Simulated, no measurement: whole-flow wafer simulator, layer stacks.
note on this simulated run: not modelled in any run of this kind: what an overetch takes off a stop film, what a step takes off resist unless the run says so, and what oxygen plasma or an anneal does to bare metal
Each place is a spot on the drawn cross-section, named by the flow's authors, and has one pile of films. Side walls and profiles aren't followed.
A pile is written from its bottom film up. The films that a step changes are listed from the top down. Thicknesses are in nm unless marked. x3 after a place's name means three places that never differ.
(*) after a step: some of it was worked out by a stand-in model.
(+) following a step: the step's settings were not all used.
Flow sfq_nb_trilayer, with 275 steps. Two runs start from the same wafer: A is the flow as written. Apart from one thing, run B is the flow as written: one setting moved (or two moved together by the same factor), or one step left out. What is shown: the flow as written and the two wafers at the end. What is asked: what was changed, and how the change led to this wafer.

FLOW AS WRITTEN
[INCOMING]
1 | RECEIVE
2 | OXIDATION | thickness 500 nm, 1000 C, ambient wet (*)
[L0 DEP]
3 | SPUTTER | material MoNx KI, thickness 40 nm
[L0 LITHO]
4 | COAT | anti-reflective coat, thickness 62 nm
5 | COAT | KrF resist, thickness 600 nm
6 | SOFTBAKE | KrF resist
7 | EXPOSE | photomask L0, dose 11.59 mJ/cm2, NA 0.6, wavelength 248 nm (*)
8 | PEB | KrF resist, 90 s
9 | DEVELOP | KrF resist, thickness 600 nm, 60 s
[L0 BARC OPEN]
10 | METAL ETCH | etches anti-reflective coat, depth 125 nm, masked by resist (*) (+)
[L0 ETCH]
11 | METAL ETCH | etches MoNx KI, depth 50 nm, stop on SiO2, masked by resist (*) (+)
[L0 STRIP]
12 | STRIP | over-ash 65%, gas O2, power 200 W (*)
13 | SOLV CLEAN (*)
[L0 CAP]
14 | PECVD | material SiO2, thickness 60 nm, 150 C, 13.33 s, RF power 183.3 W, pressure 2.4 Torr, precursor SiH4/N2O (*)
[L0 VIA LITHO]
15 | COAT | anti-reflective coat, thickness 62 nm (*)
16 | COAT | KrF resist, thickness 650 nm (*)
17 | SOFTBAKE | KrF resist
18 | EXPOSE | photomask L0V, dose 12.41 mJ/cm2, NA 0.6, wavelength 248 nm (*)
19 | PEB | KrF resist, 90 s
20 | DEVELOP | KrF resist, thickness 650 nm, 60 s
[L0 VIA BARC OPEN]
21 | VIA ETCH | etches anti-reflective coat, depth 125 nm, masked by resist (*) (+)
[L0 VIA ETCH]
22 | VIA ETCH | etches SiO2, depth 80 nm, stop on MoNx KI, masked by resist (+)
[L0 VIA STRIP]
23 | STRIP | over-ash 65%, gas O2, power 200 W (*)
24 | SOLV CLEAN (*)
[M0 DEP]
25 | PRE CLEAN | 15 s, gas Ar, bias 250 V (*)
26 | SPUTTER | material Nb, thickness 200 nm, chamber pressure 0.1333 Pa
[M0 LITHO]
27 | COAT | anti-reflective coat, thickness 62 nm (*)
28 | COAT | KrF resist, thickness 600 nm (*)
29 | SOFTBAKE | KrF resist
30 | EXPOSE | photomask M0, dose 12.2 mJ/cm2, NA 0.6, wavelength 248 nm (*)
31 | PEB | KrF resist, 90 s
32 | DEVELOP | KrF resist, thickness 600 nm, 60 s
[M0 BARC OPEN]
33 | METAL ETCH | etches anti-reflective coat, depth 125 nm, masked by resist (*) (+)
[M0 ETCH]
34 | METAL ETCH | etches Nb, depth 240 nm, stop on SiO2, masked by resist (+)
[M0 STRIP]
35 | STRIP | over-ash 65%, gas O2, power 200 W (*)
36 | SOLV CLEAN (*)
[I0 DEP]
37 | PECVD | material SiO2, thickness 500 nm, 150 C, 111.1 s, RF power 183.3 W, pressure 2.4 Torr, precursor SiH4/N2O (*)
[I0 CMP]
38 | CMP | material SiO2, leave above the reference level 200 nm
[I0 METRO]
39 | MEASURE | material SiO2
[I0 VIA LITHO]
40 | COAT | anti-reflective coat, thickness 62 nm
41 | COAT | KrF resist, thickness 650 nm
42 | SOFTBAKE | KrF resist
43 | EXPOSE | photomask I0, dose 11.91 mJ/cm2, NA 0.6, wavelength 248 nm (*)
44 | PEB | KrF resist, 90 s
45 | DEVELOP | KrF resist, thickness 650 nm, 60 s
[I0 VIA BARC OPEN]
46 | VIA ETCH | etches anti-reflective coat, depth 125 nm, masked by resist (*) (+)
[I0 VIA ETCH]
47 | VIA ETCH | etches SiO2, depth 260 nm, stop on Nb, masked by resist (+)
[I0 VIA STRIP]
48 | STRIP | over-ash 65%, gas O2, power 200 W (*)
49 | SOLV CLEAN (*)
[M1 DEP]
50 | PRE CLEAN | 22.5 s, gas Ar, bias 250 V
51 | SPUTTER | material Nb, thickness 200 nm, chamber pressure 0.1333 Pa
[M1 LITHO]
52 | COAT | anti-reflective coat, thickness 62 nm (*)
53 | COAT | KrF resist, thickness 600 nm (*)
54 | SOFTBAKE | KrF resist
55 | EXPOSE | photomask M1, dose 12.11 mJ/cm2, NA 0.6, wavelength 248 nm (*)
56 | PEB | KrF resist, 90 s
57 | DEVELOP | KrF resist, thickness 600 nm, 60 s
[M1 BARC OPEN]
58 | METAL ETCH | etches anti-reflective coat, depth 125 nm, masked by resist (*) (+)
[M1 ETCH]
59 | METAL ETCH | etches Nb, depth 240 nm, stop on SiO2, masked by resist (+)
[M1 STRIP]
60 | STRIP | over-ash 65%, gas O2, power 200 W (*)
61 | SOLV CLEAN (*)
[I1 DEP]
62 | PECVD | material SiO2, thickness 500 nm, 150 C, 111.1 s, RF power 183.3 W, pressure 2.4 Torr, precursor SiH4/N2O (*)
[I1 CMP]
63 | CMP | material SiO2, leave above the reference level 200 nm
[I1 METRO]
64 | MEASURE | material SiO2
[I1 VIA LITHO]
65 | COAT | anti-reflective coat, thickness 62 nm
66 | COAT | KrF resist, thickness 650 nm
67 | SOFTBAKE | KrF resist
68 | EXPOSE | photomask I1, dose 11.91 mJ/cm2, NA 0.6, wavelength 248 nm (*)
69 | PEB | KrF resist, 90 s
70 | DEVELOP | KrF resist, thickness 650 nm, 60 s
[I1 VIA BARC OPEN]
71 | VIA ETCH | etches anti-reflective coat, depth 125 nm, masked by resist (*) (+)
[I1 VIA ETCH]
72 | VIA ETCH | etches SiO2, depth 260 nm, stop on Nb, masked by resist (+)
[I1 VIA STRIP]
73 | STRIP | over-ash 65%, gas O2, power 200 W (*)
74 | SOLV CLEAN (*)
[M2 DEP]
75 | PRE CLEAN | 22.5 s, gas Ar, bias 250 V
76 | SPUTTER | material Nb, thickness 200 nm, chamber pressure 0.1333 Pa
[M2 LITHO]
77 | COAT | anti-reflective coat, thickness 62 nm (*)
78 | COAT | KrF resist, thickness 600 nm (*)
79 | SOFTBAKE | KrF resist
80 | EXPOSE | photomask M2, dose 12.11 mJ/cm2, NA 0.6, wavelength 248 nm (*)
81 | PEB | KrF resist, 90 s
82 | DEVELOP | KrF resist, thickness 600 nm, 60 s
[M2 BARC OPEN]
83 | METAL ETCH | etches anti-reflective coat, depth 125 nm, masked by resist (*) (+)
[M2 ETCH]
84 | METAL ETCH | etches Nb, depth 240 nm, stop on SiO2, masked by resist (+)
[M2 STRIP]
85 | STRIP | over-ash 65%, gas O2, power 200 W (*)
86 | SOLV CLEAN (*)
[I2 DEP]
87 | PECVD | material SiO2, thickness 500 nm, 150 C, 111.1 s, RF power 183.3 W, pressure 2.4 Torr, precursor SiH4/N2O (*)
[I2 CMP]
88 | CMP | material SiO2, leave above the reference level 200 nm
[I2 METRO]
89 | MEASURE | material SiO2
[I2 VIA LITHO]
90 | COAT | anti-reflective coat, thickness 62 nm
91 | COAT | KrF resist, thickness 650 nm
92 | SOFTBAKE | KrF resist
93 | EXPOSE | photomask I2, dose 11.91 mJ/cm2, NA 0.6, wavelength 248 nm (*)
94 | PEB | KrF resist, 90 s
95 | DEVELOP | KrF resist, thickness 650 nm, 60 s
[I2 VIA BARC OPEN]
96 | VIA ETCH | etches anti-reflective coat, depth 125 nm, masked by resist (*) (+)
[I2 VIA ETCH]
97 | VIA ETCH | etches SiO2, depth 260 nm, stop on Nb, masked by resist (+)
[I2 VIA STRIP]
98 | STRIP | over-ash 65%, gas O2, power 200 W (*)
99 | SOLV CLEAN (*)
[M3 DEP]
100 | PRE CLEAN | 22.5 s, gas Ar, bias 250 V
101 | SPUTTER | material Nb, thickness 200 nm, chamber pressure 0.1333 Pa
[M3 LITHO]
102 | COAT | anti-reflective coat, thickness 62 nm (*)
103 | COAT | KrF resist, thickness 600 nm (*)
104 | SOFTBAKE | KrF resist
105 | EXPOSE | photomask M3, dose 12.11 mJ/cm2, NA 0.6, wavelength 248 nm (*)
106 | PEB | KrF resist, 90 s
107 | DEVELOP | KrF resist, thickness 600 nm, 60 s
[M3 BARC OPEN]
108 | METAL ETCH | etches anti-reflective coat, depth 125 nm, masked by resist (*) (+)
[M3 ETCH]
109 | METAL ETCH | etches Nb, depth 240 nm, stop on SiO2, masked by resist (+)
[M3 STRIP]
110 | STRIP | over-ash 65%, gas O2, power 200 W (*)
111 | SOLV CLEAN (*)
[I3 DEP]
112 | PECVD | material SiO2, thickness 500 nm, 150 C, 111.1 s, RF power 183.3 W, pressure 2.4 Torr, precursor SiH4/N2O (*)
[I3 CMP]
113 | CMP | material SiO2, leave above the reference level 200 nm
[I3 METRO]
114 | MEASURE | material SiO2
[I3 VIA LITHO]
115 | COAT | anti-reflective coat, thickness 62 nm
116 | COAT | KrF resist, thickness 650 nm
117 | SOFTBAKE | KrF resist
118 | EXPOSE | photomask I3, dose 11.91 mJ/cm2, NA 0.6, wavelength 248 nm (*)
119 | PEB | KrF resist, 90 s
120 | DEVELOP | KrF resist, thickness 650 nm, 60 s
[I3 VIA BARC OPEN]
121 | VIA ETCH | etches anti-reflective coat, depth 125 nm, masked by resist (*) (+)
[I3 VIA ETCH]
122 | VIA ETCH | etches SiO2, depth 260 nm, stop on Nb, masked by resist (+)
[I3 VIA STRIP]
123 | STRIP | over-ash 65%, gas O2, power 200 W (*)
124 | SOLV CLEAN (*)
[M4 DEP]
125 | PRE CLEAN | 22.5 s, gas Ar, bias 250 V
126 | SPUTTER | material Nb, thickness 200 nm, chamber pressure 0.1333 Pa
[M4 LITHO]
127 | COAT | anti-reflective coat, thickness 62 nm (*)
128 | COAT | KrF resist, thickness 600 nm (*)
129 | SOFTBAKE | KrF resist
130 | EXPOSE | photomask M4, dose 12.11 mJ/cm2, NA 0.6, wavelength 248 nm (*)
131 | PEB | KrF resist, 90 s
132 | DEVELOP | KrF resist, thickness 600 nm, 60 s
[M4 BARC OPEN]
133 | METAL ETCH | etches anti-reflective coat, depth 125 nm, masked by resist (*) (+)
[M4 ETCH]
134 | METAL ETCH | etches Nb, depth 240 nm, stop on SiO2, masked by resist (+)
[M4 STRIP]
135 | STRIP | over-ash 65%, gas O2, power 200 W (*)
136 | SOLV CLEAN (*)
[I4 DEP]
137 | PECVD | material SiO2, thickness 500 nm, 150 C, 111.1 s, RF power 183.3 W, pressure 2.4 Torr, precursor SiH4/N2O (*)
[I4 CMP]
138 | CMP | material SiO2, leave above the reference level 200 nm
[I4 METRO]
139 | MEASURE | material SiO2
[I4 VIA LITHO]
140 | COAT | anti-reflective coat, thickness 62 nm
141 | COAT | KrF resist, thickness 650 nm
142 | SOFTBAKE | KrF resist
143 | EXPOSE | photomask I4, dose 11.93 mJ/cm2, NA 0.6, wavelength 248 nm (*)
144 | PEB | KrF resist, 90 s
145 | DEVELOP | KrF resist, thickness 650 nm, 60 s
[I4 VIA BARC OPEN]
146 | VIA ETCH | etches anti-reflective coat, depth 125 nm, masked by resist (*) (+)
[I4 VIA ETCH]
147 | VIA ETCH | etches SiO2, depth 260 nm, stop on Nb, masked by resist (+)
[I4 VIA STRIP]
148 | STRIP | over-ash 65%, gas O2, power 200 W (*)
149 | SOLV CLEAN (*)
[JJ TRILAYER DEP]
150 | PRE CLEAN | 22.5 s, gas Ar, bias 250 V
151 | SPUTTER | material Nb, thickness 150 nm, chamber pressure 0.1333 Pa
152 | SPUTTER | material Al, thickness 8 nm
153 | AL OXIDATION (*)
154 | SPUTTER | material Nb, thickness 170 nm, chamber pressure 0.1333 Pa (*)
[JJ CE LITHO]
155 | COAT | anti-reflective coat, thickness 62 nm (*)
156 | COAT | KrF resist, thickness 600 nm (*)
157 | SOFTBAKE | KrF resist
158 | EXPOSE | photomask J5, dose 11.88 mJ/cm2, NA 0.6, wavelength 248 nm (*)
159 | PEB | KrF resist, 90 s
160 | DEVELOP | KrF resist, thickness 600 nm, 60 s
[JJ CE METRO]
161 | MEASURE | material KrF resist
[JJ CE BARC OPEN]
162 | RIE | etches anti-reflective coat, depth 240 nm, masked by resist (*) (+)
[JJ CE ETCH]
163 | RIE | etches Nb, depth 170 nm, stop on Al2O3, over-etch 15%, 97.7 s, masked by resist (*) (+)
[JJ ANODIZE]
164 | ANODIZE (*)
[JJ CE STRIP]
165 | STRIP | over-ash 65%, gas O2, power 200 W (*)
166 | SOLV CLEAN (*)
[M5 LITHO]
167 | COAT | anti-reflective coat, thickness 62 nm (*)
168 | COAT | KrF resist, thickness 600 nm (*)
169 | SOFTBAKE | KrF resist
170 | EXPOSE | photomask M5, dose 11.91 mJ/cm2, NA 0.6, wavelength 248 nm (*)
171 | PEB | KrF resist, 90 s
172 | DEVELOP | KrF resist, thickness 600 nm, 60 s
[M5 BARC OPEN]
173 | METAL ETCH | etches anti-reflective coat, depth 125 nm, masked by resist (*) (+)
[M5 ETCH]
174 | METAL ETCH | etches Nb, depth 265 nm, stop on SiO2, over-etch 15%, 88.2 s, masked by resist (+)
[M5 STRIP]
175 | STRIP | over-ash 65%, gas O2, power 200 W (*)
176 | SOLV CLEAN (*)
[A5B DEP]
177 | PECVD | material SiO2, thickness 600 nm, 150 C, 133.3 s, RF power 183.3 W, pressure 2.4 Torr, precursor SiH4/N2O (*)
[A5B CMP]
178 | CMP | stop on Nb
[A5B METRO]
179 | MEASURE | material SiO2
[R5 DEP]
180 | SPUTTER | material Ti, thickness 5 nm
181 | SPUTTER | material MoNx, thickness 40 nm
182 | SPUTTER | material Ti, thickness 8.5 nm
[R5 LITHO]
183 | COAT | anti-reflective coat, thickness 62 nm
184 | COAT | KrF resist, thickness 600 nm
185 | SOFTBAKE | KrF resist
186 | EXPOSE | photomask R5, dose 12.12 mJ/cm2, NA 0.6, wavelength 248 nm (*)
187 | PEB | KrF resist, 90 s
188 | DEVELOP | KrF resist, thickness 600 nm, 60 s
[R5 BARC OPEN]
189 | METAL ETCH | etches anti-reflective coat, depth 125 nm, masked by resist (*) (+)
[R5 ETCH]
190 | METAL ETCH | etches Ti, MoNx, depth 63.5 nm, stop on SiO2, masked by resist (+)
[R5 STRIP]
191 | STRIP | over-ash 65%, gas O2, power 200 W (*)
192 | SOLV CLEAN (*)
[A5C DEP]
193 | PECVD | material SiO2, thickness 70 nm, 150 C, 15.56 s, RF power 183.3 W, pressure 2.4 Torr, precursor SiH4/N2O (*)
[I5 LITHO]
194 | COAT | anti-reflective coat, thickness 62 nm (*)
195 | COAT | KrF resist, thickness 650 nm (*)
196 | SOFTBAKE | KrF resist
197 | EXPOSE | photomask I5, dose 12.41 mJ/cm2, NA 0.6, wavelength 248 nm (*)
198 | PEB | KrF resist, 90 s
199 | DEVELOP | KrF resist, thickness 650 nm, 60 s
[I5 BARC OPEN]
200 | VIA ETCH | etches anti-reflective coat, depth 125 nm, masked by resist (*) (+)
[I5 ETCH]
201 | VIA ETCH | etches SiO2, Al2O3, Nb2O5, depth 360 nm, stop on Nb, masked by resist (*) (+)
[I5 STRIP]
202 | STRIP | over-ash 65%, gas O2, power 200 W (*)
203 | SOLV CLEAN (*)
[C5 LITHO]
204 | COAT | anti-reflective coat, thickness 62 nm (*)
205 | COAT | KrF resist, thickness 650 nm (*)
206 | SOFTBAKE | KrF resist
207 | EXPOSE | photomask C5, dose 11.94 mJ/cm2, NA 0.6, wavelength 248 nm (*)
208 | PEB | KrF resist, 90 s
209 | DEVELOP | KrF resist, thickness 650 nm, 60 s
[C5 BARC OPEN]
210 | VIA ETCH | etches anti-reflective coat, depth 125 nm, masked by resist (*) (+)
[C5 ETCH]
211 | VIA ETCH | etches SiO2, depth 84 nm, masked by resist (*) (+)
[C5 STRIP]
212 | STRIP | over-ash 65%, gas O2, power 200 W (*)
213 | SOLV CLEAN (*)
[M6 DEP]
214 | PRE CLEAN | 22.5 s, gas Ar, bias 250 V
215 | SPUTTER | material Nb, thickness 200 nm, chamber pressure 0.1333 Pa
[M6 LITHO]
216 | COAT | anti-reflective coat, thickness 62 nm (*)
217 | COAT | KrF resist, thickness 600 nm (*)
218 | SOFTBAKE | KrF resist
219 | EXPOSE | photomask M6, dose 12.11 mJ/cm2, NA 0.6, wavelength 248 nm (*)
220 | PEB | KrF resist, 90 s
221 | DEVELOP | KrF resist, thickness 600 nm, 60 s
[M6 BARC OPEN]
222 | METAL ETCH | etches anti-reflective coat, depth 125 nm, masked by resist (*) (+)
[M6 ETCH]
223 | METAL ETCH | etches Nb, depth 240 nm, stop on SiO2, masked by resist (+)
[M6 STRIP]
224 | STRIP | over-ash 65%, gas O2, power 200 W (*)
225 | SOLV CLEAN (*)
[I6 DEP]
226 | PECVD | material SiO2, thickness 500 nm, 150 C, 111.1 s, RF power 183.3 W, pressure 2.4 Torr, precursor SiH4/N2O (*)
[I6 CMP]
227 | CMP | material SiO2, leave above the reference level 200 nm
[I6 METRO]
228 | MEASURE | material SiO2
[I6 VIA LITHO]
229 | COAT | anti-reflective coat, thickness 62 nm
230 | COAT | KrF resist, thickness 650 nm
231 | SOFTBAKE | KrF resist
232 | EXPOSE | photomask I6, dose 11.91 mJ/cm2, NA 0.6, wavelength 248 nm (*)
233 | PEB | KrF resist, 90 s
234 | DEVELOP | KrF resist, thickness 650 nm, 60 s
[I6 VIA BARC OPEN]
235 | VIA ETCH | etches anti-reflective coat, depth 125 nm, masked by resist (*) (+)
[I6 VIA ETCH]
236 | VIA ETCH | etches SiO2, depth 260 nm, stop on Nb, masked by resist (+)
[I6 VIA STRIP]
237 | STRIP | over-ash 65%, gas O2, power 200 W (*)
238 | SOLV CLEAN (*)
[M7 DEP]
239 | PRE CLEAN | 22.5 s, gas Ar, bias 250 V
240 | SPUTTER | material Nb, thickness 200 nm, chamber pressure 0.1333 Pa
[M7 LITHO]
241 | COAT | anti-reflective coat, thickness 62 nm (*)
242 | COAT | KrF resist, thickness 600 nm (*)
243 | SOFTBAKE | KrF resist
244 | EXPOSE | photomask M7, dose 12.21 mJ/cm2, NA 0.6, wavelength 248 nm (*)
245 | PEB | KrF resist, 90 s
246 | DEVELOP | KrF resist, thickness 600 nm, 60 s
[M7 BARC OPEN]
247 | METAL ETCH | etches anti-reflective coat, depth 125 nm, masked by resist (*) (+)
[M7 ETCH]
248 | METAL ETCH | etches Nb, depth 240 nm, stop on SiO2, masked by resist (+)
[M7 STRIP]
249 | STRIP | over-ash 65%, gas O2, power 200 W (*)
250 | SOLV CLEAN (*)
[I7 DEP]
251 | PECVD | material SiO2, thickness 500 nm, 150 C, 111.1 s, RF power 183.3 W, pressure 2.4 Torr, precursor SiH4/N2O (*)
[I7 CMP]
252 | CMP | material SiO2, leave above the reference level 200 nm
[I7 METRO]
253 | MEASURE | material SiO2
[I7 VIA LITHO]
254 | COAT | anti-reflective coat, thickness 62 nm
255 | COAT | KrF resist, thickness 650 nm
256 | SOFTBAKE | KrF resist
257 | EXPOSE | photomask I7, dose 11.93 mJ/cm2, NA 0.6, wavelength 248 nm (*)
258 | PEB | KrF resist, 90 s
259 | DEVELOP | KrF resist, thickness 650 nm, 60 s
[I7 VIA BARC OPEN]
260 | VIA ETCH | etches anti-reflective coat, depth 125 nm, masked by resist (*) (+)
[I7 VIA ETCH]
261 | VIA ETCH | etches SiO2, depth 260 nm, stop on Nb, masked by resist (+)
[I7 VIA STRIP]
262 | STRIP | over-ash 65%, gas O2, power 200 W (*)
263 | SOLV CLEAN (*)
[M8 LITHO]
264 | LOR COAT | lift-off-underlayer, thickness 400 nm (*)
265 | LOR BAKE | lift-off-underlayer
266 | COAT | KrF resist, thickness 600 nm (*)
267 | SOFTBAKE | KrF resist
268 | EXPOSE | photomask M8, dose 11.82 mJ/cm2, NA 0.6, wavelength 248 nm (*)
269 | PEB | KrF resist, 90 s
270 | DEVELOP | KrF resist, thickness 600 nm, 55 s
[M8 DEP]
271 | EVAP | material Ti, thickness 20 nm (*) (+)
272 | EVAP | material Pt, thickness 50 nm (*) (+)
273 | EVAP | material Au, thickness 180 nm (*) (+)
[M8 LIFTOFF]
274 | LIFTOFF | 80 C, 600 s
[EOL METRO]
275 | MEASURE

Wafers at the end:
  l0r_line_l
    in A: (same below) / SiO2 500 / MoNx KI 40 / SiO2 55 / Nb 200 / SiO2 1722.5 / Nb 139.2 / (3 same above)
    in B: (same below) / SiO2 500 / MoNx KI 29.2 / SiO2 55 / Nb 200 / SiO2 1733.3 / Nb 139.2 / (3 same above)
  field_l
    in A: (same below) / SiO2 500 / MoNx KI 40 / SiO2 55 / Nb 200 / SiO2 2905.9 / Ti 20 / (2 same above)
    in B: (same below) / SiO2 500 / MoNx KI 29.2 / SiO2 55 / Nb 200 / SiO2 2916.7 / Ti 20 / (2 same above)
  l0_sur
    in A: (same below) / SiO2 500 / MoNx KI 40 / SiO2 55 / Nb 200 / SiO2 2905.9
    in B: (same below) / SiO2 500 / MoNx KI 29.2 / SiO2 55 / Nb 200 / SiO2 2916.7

The reason: step 3, SPUTTER: thickness 29.2 nm was run, while the flow as written has thickness 40 nm.
One can read it off the wafer: l0r_line_l has MoNx KI 29.2, and step 3 as written asks for 40 nm.

How this came from the change, step by step:
  3 | SPUTTER | material MoNx KI, thickness 40 nm
      field_l, v_sur, via_wl and 103 more: A MoNx KI gains 40 (new film) | B MoNx KI gains 29.2 (new film)
  11 | METAL ETCH | etches MoNx KI, depth 50 nm, stop on SiO2, masked by resist (*) (+)
      v_sur, via_wl, via_w and 97 more: A MoNx KI loses 40 (all of it) | B MoNx KI loses 29.2 (all of it)
      field_l, l0_sur, l0v, l0r_line_l, l0r_line_c, l0r_line_r: A KrF resist loses 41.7 | B KrF resist loses 36.5
  15 | COAT | anti-reflective coat, thickness 62 nm (*)
      field_l: A anti-reflective coat gains 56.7 (new film) | B anti-reflective coat gains 58 (new film)
      v_sur: A anti-reflective coat gains 72.2 (new film) | B anti-reflective coat gains 69.5 (new film)
      (and at 3 other places as well)
  23 | STRIP | over-ash 65%, gas O2, power 200 W (*)
      field_l: A KrF resist loses 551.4 (all of it), anti-reflective coat loses 56.7 (all of it) | B KrF resist loses 553.7 (all of it), anti-reflective coat loses 58 (all of it)
      v_sur: A KrF resist loses 570.5 (all of it), anti-reflective coat loses 72.2 (all of it) | B KrF resist loses 567.4 (all of it), anti-reflective coat loses 69.5 (all of it)
      (and at 3 other places as well)
  27 | COAT | anti-reflective coat, thickness 62 nm (*)
      field_l: A anti-reflective coat gains 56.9 (new film) | B anti-reflective coat gains 58.1 (new film)
      v_sur: A anti-reflective coat gains 72.3 (new film) | B anti-reflective coat gains 69.6 (new film)
      (and at 3 other places as well)
  35 | STRIP | over-ash 65%, gas O2, power 200 W (*)
      field_l: A KrF resist loses 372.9 (all of it), anti-reflective coat loses 56.9 (all of it) | B KrF resist loses 375.5 (all of it), anti-reflective coat loses 58.1 (all of it)
      v_sur: A KrF resist loses 391.6 (all of it), anti-reflective coat loses 72.3 (all of it) | B KrF resist loses 388.9 (all of it), anti-reflective coat loses 69.6 (all of it)
      (and at 3 other places as well)
  38 | CMP | material SiO2, leave above the reference level 200 nm
      field_l, l0_sur, l0r_line_l, l0r_line_c, l0r_line_r: A SiO2 loses 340 | B SiO2 loses 329.2
      l0v: A SiO2 loses 277.8 | B SiO2 loses 267
